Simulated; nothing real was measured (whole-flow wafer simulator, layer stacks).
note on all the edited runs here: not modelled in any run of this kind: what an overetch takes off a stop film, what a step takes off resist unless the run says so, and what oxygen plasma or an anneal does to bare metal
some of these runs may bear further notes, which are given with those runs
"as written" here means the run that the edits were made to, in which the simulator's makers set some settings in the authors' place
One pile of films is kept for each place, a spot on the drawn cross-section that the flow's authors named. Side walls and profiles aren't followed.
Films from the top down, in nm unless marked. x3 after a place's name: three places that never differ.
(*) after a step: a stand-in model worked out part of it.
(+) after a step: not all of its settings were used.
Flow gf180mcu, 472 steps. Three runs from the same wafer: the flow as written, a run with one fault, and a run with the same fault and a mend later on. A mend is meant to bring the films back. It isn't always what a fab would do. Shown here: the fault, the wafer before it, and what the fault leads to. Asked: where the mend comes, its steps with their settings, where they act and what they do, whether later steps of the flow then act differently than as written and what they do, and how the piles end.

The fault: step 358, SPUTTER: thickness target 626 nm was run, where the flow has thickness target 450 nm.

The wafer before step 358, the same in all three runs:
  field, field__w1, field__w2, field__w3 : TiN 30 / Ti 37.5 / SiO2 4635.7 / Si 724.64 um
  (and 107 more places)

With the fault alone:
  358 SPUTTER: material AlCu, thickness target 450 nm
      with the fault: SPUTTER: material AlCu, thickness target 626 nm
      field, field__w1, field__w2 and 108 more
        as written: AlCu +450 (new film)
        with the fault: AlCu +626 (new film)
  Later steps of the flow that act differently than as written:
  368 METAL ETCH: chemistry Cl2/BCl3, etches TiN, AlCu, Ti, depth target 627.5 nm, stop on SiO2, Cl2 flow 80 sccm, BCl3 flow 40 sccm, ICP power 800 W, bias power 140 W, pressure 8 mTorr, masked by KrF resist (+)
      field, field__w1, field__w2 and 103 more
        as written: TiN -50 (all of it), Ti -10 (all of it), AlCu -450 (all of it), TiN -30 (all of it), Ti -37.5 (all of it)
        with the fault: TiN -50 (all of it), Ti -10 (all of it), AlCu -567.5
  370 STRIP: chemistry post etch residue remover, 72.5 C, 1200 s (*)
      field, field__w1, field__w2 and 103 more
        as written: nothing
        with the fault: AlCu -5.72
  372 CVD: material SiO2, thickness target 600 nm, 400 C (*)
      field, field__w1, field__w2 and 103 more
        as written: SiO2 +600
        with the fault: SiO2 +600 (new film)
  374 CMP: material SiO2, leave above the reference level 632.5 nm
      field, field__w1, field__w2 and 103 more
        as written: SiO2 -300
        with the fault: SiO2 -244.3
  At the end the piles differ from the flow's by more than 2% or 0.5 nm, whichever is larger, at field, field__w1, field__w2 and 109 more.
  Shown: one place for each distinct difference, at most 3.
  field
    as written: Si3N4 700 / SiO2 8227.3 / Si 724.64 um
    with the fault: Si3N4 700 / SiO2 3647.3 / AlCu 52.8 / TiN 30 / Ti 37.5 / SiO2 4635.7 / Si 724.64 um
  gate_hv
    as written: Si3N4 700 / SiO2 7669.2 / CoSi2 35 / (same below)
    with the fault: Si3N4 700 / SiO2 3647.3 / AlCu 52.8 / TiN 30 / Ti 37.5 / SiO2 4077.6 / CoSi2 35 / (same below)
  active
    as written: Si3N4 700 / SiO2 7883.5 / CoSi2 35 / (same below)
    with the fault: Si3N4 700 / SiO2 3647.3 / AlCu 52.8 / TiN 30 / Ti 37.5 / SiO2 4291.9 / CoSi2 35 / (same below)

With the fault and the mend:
  The mend comes after step 358.
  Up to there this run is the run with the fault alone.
  358a METAL ETCH: chemistry Cl2/BCl3, etches TiN, AlCu, Ti, depth target 176 nm, Cl2 flow 80 sccm, BCl3 flow 40 sccm, ICP power 800 W, bias power 140 W, pressure 8 mTorr (the flow's step 260 once more, with other settings)
      field, field__w1, field__w2 and 108 more
        AlCu -176
  No later step of the flow acts differently than as written at any place that is followed.
  At the end the piles are the same as the flow's at every place that both follow.
